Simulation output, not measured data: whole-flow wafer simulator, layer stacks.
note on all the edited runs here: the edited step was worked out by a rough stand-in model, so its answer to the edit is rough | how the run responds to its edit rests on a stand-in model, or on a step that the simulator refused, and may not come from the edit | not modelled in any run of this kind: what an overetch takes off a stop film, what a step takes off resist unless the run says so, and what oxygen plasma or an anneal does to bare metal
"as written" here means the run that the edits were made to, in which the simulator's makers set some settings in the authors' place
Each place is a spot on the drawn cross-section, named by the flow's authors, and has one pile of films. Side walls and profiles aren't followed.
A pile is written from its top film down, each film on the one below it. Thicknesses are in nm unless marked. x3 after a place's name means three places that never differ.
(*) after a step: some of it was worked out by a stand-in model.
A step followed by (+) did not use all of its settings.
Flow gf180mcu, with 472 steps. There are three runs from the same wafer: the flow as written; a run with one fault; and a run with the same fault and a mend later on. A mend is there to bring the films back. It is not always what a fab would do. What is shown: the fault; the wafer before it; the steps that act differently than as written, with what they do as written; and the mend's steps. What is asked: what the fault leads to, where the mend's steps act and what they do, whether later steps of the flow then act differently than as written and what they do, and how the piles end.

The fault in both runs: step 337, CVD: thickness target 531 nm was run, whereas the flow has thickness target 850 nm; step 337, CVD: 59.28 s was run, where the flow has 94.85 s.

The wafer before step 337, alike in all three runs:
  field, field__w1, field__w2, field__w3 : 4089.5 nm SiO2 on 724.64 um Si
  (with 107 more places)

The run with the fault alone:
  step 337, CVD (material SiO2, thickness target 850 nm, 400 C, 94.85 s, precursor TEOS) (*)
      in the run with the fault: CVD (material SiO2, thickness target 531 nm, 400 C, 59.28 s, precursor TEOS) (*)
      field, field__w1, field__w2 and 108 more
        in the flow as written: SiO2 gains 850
        in the run with the fault: SiO2 gains 538.1
  Later steps of the flow acting differently than as written (7 other steps are not shown; they differ only slightly, by no more than 2% or 0.5 nm, whichever is larger):
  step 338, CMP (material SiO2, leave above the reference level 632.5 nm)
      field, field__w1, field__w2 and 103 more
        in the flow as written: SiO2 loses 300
        in the run with the fault: nothing
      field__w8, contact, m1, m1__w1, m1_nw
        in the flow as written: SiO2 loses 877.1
        in the run with the fault: SiO2 loses 565.2
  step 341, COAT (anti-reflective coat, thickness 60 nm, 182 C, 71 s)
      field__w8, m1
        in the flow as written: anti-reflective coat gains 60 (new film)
        in the run with the fault: anti-reflective coat gains 53 (new film)
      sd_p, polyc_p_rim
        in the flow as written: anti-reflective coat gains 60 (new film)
        in the run with the fault: anti-reflective coat gains 61.9 (new film)
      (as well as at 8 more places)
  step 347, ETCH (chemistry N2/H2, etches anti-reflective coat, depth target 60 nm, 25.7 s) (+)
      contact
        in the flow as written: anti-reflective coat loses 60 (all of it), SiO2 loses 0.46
        in the run with the fault: anti-reflective coat loses 52.9 (all of it), SiO2 loses 0.64
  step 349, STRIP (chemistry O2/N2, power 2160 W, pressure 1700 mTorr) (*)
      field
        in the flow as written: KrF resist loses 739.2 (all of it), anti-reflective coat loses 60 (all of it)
        in the run with the fault: KrF resist loses 736.7 (all of it), anti-reflective coat loses 64.6 (all of it)
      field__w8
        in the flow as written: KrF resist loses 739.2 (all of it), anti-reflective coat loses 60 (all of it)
        in the run with the fault: KrF resist loses 738.1 (all of it), anti-reflective coat loses 53 (all of it)
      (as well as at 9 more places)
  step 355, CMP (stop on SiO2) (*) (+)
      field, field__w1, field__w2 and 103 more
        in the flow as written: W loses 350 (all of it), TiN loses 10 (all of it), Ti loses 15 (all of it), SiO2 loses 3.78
        in the run with the fault: W loses 350 (all of it), TiN loses 10 (all of it), Ti loses 15 (all of it), SiO2 loses 8.12
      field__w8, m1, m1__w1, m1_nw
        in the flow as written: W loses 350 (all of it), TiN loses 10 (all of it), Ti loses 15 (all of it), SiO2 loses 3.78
        in the run with the fault: W loses 350 (all of it), TiN loses 10 (all of it), Ti loses 15 (all of it), SiO2 loses 20
  At field__w8, contact, m1, m1__w1, m1_nw, the piles at the end differ from the flow's by more than 2% or 0.5 nm, whichever is larger.
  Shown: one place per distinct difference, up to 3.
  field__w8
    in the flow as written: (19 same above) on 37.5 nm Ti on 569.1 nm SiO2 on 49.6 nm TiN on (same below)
    in the run with the fault: (19 same above) on 37.5 nm Ti on 552.9 nm SiO2 on 49.6 nm TiN on (same below)
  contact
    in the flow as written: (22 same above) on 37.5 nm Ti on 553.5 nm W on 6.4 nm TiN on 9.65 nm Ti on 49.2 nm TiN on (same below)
    in the run with the fault: (22 same above) on 37.5 nm Ti on 537.2 nm W on 6.45 nm TiN on 9.72 nm Ti on 49.2 nm TiN on (same below)

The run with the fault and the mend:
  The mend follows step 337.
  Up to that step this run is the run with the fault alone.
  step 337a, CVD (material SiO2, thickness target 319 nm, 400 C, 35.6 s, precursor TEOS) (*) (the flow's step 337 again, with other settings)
      field, field__w1, field__w2 and 108 more
        SiO2 gains 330
  Later steps of the flow acting differently than as written:
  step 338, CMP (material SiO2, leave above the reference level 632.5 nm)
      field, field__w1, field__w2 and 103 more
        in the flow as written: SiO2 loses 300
        in the run with the mend: SiO2 loses 318.1
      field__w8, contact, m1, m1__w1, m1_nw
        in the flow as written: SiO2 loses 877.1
        in the run with the mend: SiO2 loses 895.2
  At every place that both follow, the piles at the end match the flow's.
